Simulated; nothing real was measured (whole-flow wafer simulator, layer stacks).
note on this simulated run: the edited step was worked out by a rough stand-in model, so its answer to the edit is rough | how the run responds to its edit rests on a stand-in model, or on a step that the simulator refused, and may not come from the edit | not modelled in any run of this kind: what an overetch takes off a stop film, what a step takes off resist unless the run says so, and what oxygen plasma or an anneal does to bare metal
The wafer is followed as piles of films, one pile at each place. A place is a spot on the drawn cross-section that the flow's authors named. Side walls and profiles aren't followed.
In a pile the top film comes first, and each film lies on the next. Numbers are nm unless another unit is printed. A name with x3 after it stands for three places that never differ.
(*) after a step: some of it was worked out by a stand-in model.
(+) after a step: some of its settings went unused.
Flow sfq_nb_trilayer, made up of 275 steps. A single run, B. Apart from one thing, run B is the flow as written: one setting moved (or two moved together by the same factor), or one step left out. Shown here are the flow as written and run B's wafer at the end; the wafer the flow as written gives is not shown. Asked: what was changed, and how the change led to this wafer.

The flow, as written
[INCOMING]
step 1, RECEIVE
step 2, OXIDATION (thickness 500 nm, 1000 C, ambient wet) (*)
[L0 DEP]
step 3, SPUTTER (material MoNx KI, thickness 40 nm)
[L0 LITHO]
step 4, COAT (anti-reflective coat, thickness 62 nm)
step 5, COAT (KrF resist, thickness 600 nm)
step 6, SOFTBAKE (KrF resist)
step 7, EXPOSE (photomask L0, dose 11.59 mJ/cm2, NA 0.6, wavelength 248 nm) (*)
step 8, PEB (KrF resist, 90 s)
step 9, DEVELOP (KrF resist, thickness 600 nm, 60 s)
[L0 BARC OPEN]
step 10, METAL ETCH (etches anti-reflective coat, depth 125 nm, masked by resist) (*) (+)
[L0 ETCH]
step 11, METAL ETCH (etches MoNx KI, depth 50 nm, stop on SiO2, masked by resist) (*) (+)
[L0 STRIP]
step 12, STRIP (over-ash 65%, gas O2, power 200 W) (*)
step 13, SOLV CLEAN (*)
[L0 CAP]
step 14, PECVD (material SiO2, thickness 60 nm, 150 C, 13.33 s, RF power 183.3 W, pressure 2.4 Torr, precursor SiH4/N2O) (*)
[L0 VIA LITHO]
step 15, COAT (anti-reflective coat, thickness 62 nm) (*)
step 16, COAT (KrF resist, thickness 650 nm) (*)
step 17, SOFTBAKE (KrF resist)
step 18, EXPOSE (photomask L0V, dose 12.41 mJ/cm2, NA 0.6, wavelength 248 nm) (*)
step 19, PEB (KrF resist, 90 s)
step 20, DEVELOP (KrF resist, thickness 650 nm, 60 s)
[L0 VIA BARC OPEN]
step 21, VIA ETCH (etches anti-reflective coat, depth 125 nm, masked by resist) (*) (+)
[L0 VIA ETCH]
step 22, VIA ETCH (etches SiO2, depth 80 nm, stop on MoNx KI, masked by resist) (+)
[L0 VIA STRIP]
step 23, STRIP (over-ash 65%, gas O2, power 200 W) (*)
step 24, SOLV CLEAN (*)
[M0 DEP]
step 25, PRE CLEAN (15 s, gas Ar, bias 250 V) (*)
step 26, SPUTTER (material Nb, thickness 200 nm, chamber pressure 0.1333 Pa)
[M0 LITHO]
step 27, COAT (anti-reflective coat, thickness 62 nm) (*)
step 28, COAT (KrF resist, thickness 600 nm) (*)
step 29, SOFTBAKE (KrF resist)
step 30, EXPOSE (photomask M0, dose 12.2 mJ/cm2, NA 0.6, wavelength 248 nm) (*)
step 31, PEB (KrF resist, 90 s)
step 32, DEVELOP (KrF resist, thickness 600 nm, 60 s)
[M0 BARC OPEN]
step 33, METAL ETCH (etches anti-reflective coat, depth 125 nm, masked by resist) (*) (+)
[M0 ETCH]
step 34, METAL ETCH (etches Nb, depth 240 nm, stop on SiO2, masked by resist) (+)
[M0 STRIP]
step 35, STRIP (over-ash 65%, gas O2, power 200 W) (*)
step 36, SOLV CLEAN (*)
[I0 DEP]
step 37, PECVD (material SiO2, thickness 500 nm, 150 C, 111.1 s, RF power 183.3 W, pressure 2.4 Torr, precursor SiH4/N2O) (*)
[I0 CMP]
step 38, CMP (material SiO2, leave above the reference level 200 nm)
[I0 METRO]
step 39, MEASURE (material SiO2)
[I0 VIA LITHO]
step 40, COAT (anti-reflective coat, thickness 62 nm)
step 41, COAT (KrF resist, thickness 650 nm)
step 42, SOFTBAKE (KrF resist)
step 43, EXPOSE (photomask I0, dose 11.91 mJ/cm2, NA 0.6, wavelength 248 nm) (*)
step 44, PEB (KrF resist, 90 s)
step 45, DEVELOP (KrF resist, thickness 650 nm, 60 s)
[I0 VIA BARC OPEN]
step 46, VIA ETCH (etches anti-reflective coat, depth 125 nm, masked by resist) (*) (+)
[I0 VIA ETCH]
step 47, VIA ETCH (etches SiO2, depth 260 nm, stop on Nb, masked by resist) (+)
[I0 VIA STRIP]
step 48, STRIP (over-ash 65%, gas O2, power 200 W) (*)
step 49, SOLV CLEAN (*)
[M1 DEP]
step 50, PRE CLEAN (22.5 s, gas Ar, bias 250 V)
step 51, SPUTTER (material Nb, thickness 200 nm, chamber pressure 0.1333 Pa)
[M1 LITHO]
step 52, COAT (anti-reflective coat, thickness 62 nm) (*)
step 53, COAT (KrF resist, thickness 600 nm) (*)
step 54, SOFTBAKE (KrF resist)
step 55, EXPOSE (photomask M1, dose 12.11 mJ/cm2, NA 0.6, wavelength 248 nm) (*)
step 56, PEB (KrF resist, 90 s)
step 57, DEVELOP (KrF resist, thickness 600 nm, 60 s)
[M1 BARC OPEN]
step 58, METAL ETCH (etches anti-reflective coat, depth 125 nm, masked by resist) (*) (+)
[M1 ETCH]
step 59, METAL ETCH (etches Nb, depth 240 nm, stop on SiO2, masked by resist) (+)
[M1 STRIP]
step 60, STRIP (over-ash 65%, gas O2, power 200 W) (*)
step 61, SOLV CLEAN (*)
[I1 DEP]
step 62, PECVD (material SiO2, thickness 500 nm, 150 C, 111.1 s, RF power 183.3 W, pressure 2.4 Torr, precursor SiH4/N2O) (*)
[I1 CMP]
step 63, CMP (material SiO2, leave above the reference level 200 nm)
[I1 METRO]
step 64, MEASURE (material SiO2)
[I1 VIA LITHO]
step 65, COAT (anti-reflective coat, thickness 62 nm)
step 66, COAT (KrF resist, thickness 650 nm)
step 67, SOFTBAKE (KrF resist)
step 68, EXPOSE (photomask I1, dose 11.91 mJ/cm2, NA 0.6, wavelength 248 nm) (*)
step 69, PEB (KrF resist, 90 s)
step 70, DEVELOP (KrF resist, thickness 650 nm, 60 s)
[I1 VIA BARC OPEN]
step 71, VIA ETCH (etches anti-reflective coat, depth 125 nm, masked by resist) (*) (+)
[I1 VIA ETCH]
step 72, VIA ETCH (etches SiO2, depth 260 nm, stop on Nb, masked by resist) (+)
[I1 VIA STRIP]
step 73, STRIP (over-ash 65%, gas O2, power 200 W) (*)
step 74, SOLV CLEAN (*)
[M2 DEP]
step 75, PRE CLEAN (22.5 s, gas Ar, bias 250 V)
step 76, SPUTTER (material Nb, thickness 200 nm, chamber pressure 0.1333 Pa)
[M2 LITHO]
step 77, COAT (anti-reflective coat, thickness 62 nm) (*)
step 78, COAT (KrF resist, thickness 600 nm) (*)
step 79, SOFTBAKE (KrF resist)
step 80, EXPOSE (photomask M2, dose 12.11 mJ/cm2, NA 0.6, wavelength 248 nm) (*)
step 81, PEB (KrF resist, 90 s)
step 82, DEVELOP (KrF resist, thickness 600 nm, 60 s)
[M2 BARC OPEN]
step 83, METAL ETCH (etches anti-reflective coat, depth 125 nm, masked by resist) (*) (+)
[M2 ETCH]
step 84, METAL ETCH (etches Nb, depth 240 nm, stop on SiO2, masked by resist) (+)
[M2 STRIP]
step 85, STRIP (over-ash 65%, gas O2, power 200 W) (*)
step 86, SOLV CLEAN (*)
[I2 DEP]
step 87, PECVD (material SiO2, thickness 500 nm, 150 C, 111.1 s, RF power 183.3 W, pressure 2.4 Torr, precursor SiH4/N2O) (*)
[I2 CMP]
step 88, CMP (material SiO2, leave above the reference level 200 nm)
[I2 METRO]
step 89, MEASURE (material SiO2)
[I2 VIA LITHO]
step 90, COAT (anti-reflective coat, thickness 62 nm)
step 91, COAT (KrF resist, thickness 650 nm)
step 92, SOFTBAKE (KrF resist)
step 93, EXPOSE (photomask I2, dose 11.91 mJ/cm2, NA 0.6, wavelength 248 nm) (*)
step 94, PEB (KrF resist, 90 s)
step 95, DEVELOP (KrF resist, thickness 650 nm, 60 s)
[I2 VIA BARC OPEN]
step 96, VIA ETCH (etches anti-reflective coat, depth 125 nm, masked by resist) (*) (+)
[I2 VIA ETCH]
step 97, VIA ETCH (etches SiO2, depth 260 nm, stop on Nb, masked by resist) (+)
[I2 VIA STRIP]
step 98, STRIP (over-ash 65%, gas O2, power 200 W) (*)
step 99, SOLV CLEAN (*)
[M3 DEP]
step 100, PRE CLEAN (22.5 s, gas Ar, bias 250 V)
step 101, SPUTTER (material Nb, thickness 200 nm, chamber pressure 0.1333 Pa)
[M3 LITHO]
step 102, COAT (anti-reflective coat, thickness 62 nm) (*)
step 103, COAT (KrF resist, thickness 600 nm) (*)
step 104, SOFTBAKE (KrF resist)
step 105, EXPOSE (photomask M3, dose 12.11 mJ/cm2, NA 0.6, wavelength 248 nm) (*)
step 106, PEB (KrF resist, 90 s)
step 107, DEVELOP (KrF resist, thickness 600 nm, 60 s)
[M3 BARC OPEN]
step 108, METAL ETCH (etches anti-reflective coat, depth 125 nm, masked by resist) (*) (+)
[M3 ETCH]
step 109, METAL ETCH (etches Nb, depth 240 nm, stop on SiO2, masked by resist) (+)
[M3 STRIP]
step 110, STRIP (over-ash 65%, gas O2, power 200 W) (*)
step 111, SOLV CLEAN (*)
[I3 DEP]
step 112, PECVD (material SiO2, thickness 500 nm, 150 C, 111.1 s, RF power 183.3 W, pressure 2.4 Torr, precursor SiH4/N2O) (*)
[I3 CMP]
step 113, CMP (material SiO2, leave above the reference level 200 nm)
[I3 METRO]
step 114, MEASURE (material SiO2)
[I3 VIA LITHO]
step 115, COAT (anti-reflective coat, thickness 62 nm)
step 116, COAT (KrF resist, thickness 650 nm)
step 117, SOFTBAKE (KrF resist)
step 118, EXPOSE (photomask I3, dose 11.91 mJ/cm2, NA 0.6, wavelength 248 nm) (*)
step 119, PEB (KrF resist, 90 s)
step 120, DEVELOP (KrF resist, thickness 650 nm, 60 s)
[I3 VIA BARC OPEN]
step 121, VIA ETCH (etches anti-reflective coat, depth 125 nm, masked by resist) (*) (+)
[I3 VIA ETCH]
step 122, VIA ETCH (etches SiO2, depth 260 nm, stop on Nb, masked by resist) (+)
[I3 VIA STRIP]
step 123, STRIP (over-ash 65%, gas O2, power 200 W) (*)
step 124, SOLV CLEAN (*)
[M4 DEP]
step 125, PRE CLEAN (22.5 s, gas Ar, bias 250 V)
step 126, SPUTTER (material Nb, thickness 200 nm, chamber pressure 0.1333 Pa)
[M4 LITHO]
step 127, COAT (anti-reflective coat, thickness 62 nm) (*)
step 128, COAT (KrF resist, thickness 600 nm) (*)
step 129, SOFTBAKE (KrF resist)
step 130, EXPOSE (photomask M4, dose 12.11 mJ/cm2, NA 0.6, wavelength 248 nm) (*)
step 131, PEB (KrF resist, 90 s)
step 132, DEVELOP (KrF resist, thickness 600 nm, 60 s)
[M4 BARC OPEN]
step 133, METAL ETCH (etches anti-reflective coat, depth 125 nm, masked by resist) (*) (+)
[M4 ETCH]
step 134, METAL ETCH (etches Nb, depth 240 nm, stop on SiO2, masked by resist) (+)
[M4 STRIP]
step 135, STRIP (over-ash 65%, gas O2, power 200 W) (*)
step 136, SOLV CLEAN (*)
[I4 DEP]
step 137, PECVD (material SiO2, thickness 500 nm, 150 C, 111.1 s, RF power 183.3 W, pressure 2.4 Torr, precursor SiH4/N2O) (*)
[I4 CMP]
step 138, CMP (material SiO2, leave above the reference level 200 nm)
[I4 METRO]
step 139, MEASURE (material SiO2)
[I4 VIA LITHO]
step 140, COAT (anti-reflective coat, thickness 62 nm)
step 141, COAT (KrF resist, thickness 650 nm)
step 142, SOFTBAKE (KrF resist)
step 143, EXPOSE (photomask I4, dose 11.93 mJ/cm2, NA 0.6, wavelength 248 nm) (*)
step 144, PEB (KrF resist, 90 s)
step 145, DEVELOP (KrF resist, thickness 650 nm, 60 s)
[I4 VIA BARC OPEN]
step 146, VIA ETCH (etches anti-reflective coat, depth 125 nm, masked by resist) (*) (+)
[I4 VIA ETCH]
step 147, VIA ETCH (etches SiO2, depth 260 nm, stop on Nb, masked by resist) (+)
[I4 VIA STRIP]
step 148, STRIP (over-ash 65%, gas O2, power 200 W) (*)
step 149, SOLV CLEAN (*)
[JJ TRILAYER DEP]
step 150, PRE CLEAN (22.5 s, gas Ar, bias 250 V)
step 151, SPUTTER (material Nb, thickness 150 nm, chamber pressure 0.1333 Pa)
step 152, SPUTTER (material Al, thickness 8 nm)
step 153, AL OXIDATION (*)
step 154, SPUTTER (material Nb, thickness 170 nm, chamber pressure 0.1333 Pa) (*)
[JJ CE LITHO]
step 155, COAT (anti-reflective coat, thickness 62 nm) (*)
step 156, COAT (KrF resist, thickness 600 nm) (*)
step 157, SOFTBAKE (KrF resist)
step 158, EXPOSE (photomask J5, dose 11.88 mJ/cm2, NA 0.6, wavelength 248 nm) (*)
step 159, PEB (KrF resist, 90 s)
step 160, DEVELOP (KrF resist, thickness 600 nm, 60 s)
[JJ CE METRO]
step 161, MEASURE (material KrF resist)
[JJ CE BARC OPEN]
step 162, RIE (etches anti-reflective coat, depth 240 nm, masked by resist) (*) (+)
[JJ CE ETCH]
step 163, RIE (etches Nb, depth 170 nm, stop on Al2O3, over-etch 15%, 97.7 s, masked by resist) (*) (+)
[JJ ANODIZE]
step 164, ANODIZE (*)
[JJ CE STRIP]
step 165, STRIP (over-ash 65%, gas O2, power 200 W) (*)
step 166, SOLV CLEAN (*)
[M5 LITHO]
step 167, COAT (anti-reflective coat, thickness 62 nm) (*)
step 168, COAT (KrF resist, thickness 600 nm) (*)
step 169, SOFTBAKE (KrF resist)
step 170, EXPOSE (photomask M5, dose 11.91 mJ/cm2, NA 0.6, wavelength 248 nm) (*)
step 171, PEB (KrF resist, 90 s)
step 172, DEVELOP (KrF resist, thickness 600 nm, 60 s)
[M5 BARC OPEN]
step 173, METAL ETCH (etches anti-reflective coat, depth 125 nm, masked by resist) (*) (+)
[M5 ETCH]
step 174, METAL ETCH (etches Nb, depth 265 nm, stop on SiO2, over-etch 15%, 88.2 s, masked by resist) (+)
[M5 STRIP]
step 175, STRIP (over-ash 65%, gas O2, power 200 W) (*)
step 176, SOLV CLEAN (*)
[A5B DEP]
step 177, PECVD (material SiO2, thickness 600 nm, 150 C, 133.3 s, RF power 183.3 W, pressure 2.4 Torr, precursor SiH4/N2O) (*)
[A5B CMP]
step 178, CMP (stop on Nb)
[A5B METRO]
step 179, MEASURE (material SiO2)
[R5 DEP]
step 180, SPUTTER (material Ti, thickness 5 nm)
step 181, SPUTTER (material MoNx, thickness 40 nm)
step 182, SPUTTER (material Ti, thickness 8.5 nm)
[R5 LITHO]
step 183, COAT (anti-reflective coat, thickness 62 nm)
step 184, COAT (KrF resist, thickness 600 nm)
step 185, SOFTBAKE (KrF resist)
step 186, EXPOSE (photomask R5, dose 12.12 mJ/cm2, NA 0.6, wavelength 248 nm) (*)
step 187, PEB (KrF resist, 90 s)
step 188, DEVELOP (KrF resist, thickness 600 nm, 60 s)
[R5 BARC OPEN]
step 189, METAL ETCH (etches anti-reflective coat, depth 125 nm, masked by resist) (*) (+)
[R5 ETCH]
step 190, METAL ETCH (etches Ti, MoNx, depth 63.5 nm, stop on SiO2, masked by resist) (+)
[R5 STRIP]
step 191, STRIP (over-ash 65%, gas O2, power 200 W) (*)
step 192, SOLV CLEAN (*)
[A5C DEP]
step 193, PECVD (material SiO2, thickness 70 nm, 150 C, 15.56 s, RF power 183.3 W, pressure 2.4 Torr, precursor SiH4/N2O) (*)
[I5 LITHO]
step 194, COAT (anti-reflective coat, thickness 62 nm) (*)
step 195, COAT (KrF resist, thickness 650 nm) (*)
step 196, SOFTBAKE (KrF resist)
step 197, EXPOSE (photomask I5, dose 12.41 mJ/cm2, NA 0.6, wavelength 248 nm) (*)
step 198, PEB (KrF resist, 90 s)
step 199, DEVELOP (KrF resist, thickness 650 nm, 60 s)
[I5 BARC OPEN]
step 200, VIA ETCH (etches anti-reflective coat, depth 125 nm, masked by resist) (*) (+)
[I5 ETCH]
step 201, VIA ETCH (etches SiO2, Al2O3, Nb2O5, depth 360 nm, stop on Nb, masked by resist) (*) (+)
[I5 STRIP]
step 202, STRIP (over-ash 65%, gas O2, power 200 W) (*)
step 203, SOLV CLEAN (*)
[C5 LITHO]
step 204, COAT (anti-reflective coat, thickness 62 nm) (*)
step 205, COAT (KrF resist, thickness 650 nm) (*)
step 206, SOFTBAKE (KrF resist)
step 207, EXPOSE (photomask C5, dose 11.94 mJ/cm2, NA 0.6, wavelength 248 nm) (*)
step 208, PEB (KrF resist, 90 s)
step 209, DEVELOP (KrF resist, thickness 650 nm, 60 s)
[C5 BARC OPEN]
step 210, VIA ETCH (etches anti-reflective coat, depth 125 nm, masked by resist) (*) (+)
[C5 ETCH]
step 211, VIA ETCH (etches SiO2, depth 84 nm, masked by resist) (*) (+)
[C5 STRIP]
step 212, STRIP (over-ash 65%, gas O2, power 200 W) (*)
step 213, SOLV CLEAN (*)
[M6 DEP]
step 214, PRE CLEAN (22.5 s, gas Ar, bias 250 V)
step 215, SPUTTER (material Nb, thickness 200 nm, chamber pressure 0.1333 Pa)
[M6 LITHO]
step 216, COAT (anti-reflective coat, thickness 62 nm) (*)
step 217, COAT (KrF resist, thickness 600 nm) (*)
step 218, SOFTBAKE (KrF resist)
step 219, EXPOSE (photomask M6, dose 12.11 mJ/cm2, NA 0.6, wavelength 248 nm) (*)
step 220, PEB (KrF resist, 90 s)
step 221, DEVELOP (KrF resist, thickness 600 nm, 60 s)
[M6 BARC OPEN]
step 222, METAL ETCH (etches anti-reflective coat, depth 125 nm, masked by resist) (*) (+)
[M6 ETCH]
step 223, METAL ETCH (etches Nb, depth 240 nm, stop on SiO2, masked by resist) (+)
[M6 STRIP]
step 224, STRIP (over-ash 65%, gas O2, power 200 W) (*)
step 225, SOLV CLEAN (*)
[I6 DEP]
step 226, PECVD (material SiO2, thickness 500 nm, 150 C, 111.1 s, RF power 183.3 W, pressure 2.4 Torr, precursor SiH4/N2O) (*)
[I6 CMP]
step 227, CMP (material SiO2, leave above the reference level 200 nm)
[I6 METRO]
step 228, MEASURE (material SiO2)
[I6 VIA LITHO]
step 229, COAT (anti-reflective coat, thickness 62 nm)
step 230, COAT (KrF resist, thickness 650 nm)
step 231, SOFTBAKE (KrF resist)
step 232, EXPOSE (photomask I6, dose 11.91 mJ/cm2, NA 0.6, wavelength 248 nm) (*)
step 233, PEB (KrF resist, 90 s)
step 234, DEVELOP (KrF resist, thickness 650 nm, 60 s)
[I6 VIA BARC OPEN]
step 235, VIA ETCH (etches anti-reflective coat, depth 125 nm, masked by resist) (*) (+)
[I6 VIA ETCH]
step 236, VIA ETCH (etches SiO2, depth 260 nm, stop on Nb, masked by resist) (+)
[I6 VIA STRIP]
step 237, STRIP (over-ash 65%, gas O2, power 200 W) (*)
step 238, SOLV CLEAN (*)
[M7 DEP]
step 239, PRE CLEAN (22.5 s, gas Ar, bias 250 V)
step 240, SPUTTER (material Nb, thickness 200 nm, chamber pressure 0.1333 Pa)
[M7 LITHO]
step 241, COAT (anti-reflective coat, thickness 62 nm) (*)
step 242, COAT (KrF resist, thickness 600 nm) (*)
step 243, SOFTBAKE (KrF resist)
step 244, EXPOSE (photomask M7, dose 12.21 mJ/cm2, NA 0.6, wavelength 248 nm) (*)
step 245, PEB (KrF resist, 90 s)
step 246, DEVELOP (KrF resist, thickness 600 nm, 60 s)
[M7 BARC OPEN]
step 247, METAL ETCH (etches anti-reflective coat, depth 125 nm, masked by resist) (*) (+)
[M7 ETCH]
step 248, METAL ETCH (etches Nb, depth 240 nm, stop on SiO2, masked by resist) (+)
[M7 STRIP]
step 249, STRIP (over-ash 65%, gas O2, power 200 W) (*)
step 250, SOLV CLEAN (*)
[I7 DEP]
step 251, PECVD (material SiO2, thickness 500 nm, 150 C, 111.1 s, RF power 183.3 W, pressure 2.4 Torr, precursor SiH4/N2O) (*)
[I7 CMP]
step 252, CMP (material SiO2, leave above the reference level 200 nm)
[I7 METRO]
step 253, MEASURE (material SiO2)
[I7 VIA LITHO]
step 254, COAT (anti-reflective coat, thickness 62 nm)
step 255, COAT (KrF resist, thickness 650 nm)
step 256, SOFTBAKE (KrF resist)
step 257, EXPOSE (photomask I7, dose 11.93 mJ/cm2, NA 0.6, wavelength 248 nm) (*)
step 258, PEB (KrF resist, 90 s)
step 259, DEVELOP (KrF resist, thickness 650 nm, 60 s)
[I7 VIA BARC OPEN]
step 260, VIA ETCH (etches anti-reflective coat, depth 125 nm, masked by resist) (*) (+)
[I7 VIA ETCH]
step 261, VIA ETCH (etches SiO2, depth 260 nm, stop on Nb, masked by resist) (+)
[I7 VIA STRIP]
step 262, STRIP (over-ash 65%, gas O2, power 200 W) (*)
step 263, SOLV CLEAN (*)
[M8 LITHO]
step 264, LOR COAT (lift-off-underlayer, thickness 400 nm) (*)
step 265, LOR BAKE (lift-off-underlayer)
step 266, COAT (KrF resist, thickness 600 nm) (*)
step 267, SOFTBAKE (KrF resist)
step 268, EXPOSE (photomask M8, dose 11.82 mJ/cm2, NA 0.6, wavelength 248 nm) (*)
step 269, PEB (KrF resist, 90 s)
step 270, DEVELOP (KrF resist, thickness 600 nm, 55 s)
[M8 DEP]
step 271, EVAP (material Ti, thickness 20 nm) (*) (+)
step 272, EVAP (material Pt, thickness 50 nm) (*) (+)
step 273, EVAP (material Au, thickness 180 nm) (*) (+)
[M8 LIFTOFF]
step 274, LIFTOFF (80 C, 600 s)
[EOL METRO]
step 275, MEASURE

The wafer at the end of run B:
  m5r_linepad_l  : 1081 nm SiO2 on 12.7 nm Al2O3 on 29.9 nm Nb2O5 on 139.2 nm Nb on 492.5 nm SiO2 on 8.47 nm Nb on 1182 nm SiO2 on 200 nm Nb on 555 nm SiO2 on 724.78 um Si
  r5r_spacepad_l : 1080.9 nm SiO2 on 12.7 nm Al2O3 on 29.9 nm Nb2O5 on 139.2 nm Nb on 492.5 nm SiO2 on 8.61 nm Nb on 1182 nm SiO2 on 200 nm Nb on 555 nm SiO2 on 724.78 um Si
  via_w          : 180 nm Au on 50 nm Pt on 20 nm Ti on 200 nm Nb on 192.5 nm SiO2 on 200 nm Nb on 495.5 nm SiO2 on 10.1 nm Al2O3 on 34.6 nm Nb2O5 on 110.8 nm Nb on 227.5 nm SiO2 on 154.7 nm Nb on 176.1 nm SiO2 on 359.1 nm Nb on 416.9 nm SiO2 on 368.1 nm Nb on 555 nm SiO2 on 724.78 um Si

What caused this: step 112, PECVD: thickness 212 nm was run, while the flow as written has thickness 500 nm; step 112, PECVD: 47.22 s was run, where the flow has 111.1 s.

The path from the change to this, step by step:
  step 112, PECVD (material SiO2, thickness 500 nm, 150 C, 111.1 s, RF power 183.3 W, pressure 2.4 Torr, precursor SiH4/N2O) (*)
      field_l, be, be_sur and 64 more: +212 SiO2 (in the flow as written it would be: +500 SiO2)
      v_sur, via_wl, via_wr and 27 more: +212 SiO2 (new film) (in the flow as written it would be: +500 SiO2 (new film))
      (and at 9 other places as well)
  step 113, CMP (material SiO2, leave above the reference level 200 nm)
      field_l, be, be_sur and 64 more: nothing (in the flow as written it would be: -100 SiO2)
      p4_g1, p4_g2, p3_s0, p3_s1, p3_s2, p3_s3, p3_s4, p3_s5: nothing (in the flow as written it would be: -157.1 SiO2)
      (and at 31 other places as well)
  step 115, COAT (anti-reflective coat, thickness 62 nm)
      p3_l1, p3_l2, p3_l3, p3_l4: +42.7 anti-reflective coat (new film) (in the flow as written it would be: +62 anti-reflective coat (new film))
      p3_fr, m0r_space_r, m6r_space_r, m7r_space_r: +81.5 anti-reflective coat (new film) (in the flow as written it would be: +62 anti-reflective coat (new film))
      (and at 83 other places as well)
  step 116, COAT (KrF resist, thickness 650 nm)
      m0r_line_l, m6r_line_l, m7r_line_l: +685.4 KrF resist (new film) (in the flow as written it would be: +650 KrF resist (new film))
      m0r_space_l, m6r_space_l, m7r_space_l: +675.6 KrF resist (new film) (in the flow as written it would be: +650 KrF resist (new film))
      (and at 79 other places as well)
  step 120, DEVELOP (KrF resist, thickness 650 nm, 60 s)
      via_v: -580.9 KrF resist (all of it) (in the flow as written it would be: -648.6 KrF resist (all of it))
  step 121, VIA ETCH (etches anti-reflective coat, depth 125 nm, masked by resist) (*) (+)
      field_l, v_sur, via_wl and 102 more: -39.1 KrF resist (in the flow as written it would be: -51.7 KrF resist)
      via_v: -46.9 anti-reflective coat (all of it), -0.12 SiO2 (in the flow as written it would be: -62 anti-reflective coat (all of it), -0.16 SiO2)
  step 123, STRIP (over-ash 65%, gas O2, power 200 W) (*)
      m0r_line_l, m6r_line_l, m7r_line_l: -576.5 KrF resist (all of it), -61.8 anti-reflective coat (all of it) (in the flow as written it would be: -528.6 KrF resist (all of it), -62 anti-reflective coat (all of it))
      m0r_space_l, m6r_space_l, m7r_space_l: -566.7 KrF resist (all of it), -81 anti-reflective coat (all of it) (in the flow as written it would be: -528.6 KrF resist (all of it), -62 anti-reflective coat (all of it))
      (and at 99 other places as well)
  step 126, SPUTTER (material Nb, thickness 200 nm, chamber pressure 0.1333 Pa)
      via_w: +154.7 Nb (new film) (in the flow as written it would be: +200 Nb (new film))
  step 127, COAT (anti-reflective coat, thickness 62 nm) (*)
      m0r_space_l, m0r_space_r, m6r_space_l, m6r_space_r, m7r_space_l, m7r_space_r: +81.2 anti-reflective coat (new film) (in the flow as written it would be: +62 anti-reflective coat (new film))
      ce_r, sp_r: +63.5 anti-reflective coat (new film) (in the flow as written it would be: +61.6 anti-reflective coat (new film))
      (and at 81 other places as well)
  step 128, COAT (KrF resist, thickness 600 nm) (*)
      m0r_line_l, m0r_line_r, m6r_line_l, m6r_line_r, m7r_line_l, m7r_line_r: +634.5 KrF resist (new film) (in the flow as written it would be: +600 KrF resist (new film))
      m0r_space_l, m0r_space_r, m6r_space_l, m6r_space_r, m7r_space_l, m7r_space_r: +625.1 KrF resist (new film) (in the flow as written it would be: +600 KrF resist (new film))
      (and at 73 other places as well)
  step 132, DEVELOP (KrF resist, thickness 600 nm, 60 s)
      m0r_line_l, m0r_line_r, m6r_line_l, m6r_line_r, m7r_line_l, m7r_line_r: -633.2 KrF resist (all of it) (in the flow as written it would be: -598.7 KrF resist (all of it))
      m0r_space_l, m0r_space_r, m6r_space_l, m6r_space_r, m7r_space_l, m7r_space_r: -623.8 KrF resist (all of it) (in the flow as written it would be: -598.7 KrF resist (all of it))
      (and at 37 other places as well)
  step 133, METAL ETCH (etches anti-reflective coat, depth 125 nm, masked by resist) (*) (+)
      m5r_linepad_l, m5r_linepad_r, r5r_spacepad_l, r5r_spacepad_r, m8r_pad_l, m8r_pad_r: -125 anti-reflective coat (in the flow as written it would be: -62 anti-reflective coat (all of it))
      v_sur, via_wl, via_w and 36 more: -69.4 KrF resist (in the flow as written it would be: -51.7 KrF resist)
      (and at 47 other places as well)
  step 134, METAL ETCH (etches Nb, depth 240 nm, stop on SiO2, masked by resist) (+)
      m5r_linepad_l, m5r_linepad_r: -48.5 anti-reflective coat (all of it), -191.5 Nb (in the flow as written it would be: -200 Nb (all of it))
      r5r_spacepad_l, r5r_spacepad_r: -48.6 anti-reflective coat (all of it), -191.4 Nb (in the flow as written it would be: -200 Nb (all of it))
      (and at 2 other places as well)
  step 135, STRIP (over-ash 65%, gas O2, power 200 W) (*)
      v_sur: -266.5 KrF resist (all of it), -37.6 anti-reflective coat (all of it) (in the flow as written it would be: -379.9 KrF resist (all of it), -61.4 anti-reflective coat (all of it))
      via_wl: -276.1 KrF resist (all of it), -31.4 anti-reflective coat (all of it) (in the flow as written it would be: -379.4 KrF resist (all of it), -61.3 anti-reflective coat (all of it))
      (and at 37 other places as well)
  step 137, PECVD (material SiO2, thickness 500 nm, 150 C, 111.1 s, RF power 183.3 W, pressure 2.4 Torr, precursor SiH4/N2O) (*)
      m5r_linepad_l, m5r_linepad_r, r5r_spacepad_l, r5r_spacepad_r: +500 SiO2 (new film) (in the flow as written it would be: +500 SiO2)
      p3_s0, p3_s1, p3_s2, p3_s3, p3_s4, p3_s5: +500 SiO2 (in the flow as written it would be: +557.1 SiO2)
      (and at 3 other places as well)
  step 138, CMP (material SiO2, leave above the reference level 200 nm)
      field_l, be, be_sur and 55 more: nothing (in the flow as written it would be: -100 SiO2)
      p3_s0, p3_s1, p3_s2, p3_s3, p3_s4, p3_s5: nothing (in the flow as written it would be: -157.1 SiO2)
      (and at 12 other places as well)
  ... 61 other steps ...
  step 274, LIFTOFF (80 C, 600 s)
      be: -180 Au (all of it), -50 Pt (all of it), -20 Ti (all of it), -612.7 KrF resist (all of it), -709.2 lift-off-underlayer (all of it) (in the flow as written it would be: -180 Au (all of it), -50 Pt (all of it), -20 Ti (all of it), -572.1 KrF resist (all of it), -398.5 lift-off-underlayer (all of it))
      be_sur: -180 Au (all of it), -50 Pt (all of it), -20 Ti (all of it), -586.9 KrF resist (all of it), -367.1 lift-off-underlayer (all of it) (in the flow as written it would be: -180 Au (all of it), -50 Pt (all of it), -20 Ti (all of it), -572.6 KrF resist (all of it), -398.9 lift-off-underlayer (all of it))
      (and at 1 other place as well)
With metal films that touch counted as one body, m5r_linepad_l has 3 bodies (between them, from the top down: SiO2 492.5; SiO2 1182); the flow as written gives 2 bodies (between them, from the top down: SiO2 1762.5).
With metal films that touch counted as one body, r5r_spacepad_l has 3 bodies (between them, from the top down: SiO2 492.5; SiO2 1182); the flow as written gives 2 bodies (between them, from the top down: SiO2 1762.5).
With metal films that touch counted as one body, via_w has 6 bodies (between them, from the top down: SiO2 192.5; SiO2 495.5 / Al2O3 10.1 / Nb2O5 34.6; SiO2 227.5; SiO2 176.1; SiO2 416.9); the flow as written gives 5 bodies (between them, from the top down: SiO2 192.5; SiO2 427.3 / Al2O3 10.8 / Nb2O5 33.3; SiO2 425.9; SiO2 416.9).
